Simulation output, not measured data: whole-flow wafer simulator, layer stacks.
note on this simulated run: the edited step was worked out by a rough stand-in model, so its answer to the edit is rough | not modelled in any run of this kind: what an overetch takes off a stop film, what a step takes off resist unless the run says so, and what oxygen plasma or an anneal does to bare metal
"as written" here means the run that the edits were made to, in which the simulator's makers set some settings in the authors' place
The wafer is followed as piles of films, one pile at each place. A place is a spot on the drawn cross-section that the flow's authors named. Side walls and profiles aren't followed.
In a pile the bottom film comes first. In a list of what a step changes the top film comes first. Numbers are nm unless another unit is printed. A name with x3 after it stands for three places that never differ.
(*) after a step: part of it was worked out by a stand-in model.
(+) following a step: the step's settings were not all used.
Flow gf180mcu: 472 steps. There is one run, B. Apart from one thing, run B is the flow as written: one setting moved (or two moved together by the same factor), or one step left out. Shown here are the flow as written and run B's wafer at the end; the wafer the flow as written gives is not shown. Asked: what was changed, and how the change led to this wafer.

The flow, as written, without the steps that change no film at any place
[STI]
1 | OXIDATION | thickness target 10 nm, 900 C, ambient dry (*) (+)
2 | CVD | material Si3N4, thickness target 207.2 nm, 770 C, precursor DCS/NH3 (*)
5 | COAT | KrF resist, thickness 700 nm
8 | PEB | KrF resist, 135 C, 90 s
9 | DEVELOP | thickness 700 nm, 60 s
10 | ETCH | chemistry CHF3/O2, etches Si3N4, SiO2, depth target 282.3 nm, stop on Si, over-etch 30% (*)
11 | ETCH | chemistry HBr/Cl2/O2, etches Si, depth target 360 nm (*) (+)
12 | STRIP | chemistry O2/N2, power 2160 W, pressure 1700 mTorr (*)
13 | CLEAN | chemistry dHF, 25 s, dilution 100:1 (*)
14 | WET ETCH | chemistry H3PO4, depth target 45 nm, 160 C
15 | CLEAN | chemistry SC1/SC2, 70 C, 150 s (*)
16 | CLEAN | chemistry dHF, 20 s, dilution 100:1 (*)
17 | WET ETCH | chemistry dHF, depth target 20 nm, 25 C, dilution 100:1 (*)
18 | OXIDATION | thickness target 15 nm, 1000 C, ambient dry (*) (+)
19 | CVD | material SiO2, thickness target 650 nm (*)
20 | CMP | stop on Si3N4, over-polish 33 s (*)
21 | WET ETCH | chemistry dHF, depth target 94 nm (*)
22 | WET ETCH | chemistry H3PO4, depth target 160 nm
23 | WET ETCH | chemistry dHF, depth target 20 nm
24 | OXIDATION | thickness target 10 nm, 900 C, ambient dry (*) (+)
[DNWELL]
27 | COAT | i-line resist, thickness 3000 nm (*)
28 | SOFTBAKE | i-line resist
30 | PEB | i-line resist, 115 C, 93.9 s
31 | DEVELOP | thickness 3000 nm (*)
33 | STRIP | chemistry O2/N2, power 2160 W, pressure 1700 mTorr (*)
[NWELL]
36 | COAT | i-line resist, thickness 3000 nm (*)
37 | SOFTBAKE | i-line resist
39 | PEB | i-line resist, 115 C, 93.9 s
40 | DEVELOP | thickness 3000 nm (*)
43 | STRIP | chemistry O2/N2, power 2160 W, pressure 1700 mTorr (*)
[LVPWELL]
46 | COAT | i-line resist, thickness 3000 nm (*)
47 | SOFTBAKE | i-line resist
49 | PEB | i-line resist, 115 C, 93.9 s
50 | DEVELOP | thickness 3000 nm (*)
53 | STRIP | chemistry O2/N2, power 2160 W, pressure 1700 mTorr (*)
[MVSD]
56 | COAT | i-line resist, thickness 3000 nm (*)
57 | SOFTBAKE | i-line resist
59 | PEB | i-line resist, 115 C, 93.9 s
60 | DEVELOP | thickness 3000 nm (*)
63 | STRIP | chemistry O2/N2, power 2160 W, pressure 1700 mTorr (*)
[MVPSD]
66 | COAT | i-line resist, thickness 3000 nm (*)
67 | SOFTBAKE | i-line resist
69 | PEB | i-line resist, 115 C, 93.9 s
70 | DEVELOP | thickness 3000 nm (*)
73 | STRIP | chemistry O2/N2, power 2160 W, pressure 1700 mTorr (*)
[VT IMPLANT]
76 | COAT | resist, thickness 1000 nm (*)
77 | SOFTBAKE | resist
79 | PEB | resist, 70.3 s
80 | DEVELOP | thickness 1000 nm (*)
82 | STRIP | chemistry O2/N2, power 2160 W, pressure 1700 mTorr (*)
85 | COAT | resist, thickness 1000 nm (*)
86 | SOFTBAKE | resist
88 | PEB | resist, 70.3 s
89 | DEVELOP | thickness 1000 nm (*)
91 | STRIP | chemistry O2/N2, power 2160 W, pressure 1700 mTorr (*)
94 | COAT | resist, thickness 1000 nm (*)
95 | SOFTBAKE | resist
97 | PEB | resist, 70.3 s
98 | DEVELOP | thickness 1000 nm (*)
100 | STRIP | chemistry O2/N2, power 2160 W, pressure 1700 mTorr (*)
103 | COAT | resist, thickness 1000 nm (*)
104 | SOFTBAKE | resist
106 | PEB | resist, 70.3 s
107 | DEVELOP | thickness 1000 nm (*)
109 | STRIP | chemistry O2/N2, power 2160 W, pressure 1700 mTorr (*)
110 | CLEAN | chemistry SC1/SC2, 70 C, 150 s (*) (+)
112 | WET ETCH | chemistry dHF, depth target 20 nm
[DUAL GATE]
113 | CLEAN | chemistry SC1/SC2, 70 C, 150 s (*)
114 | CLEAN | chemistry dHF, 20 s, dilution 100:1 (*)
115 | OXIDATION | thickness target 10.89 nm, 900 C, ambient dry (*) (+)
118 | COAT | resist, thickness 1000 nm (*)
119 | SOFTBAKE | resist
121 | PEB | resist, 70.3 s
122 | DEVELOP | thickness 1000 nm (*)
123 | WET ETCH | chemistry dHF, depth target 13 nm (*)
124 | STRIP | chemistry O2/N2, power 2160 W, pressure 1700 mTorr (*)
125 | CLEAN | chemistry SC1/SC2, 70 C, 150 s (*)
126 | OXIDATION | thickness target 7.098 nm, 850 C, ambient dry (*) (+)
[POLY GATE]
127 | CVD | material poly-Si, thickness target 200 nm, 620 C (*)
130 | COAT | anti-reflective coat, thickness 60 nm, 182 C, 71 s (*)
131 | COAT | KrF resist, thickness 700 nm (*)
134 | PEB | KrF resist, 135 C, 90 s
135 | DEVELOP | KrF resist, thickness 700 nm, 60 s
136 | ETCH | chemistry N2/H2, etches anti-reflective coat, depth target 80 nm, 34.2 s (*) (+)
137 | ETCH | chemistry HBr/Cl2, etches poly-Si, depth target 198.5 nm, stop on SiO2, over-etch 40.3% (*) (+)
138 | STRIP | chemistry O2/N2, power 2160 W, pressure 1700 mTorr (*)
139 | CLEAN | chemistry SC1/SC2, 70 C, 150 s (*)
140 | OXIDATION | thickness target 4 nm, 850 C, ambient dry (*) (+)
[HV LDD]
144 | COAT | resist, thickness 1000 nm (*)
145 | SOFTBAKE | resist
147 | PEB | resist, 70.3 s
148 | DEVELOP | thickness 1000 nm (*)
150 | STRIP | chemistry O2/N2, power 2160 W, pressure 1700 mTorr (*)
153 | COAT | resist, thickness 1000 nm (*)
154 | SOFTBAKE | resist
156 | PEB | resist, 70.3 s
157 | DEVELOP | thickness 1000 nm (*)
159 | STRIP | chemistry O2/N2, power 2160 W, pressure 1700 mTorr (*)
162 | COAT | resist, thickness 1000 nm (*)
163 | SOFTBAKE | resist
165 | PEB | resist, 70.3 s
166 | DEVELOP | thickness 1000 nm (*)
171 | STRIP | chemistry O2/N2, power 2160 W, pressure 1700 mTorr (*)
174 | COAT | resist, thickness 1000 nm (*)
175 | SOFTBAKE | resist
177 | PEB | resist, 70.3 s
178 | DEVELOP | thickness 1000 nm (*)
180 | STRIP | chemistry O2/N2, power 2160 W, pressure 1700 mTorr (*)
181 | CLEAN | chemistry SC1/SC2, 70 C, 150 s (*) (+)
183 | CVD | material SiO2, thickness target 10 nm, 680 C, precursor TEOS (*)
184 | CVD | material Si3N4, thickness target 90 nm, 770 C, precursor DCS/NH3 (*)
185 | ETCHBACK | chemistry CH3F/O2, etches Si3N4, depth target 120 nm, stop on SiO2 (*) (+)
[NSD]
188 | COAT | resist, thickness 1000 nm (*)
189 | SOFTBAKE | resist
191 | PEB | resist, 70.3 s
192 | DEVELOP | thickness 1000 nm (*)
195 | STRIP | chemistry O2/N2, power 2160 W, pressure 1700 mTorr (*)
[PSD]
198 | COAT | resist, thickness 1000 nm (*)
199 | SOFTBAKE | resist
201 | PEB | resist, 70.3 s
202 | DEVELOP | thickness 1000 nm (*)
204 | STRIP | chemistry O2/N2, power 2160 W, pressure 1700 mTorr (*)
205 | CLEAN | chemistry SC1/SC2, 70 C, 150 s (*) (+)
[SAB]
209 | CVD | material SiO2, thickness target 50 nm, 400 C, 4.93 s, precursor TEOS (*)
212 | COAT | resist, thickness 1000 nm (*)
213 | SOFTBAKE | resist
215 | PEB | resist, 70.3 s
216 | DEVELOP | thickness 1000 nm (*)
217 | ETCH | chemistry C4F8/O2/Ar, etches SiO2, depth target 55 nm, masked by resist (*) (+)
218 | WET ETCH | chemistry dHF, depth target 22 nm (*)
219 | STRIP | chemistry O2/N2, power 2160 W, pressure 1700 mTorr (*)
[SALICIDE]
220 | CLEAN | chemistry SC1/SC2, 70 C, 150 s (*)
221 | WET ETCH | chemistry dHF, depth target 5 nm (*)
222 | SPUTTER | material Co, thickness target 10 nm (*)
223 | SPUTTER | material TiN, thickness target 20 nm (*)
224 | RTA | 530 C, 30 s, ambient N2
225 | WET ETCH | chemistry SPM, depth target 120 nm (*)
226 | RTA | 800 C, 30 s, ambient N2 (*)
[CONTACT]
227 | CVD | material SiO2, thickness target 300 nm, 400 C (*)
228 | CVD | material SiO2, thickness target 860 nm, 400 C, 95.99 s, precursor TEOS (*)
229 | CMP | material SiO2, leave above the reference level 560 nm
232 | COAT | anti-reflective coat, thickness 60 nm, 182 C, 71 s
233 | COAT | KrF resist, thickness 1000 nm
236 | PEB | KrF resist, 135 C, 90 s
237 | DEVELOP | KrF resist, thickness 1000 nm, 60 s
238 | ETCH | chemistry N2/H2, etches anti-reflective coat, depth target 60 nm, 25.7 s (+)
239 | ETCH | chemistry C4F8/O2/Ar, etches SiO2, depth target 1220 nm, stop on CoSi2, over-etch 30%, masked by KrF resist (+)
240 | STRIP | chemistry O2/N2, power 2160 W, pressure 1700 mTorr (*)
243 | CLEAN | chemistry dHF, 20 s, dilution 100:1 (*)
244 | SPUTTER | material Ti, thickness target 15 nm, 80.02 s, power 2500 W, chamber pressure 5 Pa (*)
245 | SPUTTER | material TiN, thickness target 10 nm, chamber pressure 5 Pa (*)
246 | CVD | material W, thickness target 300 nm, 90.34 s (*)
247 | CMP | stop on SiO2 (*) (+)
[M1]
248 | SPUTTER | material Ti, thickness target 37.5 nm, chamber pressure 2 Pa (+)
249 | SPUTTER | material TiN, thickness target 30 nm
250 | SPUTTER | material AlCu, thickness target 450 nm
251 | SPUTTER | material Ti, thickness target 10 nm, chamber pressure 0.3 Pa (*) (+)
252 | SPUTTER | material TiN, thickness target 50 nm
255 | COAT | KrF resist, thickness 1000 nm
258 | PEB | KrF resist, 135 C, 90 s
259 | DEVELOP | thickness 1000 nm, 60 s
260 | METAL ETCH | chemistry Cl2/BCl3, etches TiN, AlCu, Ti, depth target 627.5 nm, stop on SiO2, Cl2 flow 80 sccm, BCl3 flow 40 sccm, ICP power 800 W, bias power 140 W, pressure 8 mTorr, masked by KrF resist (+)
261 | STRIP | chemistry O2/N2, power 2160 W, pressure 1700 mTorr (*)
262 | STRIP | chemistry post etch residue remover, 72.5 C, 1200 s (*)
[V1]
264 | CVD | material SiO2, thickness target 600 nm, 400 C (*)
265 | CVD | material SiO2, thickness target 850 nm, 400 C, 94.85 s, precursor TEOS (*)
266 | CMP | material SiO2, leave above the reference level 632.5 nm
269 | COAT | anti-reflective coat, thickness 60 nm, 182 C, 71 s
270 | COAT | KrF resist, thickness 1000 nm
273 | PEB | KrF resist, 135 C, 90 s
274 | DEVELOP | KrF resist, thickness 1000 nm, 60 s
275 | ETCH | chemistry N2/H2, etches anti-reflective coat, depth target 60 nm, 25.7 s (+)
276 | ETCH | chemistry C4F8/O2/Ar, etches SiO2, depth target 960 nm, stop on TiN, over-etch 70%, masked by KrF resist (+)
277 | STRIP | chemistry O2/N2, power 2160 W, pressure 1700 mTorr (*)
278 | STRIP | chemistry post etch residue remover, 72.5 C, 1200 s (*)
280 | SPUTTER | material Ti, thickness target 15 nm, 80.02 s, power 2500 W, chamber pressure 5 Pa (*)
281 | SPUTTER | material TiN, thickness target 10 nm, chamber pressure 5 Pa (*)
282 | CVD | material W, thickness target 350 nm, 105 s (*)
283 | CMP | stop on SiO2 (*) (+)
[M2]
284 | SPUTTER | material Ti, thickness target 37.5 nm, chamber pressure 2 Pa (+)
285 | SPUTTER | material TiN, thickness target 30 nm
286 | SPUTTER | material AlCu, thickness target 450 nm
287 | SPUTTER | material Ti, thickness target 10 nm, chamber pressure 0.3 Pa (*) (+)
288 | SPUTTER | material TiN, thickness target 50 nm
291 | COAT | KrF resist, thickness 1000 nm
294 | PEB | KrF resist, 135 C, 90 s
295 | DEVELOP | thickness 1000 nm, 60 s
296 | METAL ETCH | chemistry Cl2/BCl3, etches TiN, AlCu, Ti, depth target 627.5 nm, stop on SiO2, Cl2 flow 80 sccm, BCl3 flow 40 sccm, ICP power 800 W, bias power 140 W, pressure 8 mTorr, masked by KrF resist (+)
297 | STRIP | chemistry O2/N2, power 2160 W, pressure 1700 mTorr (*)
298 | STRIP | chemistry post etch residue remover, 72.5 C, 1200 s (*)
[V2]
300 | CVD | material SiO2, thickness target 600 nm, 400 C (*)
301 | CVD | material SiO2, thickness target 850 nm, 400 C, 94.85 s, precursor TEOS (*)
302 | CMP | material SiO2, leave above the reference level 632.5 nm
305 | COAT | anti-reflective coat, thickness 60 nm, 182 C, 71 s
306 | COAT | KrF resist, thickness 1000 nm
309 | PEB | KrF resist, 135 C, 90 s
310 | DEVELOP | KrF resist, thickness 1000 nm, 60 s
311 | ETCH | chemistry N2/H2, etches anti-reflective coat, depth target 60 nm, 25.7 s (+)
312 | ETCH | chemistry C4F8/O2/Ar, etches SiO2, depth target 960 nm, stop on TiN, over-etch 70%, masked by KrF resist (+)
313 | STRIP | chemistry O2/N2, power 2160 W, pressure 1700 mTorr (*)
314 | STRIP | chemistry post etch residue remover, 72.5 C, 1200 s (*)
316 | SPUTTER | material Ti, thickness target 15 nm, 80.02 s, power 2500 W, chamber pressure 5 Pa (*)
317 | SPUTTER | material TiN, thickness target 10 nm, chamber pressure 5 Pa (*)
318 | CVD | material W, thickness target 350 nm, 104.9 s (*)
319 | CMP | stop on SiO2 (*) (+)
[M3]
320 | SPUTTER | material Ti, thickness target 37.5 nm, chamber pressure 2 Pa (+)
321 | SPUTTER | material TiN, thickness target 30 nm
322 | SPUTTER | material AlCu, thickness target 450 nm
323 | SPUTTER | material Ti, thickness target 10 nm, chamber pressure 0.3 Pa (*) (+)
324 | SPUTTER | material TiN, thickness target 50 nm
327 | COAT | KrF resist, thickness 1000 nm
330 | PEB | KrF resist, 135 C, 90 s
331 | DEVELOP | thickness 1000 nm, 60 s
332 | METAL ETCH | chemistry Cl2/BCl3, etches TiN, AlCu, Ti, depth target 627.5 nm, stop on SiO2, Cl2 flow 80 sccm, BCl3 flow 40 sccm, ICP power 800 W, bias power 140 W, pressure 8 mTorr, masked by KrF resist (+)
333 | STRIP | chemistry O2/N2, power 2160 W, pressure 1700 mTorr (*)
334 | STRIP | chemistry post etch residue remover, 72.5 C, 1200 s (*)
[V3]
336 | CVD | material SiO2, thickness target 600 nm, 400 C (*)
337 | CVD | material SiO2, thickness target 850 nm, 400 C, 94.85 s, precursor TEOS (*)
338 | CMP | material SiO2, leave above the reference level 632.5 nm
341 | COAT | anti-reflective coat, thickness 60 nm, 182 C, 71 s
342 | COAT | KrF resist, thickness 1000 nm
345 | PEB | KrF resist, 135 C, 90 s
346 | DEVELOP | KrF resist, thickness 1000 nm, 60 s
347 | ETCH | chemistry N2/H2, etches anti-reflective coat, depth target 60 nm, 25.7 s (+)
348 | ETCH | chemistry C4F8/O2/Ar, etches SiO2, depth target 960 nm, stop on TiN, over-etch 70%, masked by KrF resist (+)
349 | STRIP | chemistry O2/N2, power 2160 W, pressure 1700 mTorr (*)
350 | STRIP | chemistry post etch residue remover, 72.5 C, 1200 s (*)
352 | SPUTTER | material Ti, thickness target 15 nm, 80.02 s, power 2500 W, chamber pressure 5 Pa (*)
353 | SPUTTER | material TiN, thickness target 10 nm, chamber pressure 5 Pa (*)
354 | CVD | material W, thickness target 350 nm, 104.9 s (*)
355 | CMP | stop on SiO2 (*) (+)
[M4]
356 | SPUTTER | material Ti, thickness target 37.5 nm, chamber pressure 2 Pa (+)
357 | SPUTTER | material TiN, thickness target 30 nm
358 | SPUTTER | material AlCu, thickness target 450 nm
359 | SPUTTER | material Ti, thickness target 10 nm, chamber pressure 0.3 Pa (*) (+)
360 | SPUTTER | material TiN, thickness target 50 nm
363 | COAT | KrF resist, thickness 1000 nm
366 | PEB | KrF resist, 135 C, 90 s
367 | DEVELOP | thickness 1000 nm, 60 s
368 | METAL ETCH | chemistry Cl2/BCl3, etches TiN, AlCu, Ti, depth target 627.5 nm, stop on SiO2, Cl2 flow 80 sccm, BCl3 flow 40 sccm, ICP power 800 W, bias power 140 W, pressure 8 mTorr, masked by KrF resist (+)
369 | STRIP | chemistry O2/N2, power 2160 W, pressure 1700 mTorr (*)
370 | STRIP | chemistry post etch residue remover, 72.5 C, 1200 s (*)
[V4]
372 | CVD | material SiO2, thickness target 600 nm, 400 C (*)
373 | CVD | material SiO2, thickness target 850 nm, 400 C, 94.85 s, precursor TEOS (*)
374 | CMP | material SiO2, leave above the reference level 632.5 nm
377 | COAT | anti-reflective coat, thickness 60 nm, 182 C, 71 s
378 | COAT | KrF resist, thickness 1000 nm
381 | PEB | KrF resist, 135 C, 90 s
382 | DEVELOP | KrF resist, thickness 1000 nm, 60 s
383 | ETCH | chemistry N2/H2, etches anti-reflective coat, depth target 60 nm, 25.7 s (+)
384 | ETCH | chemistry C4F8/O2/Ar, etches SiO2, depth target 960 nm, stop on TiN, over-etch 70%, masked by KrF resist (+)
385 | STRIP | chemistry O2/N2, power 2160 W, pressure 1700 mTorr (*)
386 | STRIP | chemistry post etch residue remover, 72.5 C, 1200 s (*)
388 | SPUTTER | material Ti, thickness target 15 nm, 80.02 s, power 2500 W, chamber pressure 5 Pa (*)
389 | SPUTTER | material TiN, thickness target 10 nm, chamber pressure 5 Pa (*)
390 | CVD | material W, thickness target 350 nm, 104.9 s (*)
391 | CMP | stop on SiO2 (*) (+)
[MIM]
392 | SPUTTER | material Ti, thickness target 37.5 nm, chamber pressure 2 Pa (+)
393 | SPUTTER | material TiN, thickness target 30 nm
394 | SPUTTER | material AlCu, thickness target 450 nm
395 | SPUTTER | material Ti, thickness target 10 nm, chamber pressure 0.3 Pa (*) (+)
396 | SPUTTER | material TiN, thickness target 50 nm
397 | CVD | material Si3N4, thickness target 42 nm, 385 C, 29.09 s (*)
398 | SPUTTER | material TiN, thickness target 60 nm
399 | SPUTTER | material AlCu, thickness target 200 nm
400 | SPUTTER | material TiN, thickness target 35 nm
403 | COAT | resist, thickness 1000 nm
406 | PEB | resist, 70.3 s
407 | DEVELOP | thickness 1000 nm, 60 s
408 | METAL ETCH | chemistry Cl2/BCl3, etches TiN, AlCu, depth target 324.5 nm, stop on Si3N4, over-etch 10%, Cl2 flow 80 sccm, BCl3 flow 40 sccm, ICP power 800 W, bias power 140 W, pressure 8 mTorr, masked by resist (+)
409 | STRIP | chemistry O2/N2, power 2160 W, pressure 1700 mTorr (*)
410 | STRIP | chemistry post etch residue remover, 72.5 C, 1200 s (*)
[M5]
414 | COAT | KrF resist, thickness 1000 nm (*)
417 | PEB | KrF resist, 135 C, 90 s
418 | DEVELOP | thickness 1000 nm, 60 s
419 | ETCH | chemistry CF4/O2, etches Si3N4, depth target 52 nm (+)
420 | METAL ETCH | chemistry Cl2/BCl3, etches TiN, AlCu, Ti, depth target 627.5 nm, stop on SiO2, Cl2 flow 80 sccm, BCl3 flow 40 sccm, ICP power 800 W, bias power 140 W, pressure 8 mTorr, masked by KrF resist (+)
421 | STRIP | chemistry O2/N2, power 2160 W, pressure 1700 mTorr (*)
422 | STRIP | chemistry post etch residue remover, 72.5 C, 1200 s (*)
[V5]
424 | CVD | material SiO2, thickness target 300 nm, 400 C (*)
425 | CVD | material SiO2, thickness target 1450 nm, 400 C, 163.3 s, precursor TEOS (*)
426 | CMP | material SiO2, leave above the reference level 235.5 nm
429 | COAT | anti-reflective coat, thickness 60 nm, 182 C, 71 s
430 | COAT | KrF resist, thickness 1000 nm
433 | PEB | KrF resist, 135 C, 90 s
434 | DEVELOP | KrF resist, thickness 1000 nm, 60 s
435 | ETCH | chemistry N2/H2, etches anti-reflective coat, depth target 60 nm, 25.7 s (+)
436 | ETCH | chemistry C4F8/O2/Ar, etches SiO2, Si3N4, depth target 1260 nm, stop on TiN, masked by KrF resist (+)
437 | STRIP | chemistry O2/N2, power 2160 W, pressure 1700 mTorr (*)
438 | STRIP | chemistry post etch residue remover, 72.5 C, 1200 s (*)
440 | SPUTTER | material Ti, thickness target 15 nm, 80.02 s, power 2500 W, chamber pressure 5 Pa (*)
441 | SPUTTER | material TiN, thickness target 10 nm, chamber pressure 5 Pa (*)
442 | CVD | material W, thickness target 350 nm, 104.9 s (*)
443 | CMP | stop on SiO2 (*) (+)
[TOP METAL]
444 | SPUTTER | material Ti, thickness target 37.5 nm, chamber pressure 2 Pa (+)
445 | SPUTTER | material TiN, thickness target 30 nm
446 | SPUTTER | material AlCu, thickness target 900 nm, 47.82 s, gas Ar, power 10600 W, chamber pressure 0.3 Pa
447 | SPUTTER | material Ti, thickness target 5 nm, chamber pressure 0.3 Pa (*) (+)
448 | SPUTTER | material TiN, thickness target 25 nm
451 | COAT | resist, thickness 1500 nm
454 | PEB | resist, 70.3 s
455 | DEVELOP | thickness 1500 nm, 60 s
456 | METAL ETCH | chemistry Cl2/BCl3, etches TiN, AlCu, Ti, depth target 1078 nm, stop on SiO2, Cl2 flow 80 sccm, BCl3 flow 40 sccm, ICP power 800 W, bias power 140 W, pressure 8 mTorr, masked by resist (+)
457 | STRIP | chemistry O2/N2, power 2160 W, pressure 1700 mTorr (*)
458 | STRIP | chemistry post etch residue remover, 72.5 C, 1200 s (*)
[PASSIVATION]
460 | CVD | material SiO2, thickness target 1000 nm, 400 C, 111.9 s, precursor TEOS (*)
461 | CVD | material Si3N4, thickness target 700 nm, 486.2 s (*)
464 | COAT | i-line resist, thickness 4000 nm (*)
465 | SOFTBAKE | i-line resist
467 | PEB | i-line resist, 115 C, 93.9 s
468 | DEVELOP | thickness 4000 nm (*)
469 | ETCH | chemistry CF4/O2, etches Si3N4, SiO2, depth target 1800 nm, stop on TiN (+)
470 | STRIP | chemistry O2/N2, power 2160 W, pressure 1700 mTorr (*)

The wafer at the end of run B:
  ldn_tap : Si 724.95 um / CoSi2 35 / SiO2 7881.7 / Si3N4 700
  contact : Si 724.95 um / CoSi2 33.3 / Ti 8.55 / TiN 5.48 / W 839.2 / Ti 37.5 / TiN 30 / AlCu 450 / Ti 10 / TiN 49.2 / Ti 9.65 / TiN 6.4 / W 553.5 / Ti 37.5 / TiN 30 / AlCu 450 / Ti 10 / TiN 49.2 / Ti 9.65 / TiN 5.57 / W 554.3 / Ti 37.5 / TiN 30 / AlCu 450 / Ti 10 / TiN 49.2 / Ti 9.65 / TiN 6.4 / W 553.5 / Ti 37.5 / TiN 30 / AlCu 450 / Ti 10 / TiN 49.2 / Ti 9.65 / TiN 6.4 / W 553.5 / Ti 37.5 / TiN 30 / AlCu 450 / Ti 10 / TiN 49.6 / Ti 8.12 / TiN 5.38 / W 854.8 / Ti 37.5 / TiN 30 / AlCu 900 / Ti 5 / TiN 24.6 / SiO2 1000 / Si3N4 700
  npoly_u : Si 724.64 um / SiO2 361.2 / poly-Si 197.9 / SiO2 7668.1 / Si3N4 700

Cause: step 317, SPUTTER: thickness target 8.7 nm was run, whereas the flow has thickness target 10 nm.

The path from the change to this, step by step:
  317 | SPUTTER | material TiN, thickness target 10 nm, chamber pressure 5 Pa (*)
      field, field__w1, field__w2 and 107 more: +8.7 TiN (new film) (in the flow as written it would be: +10 TiN (new film))
      contact: +5.57 TiN (new film) (in the flow as written it would be: +6.4 TiN (new film))
  319 | CMP | stop on SiO2 (*) (+)
      field, field__w1, field__w2 and 107 more: -350 W (all of it), -8.7 TiN (all of it), -15 Ti (all of it), -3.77 SiO2 (in the flow as written it would be: -350 W (all of it), -10 TiN (all of it), -15 Ti (all of it), -3.78 SiO2)
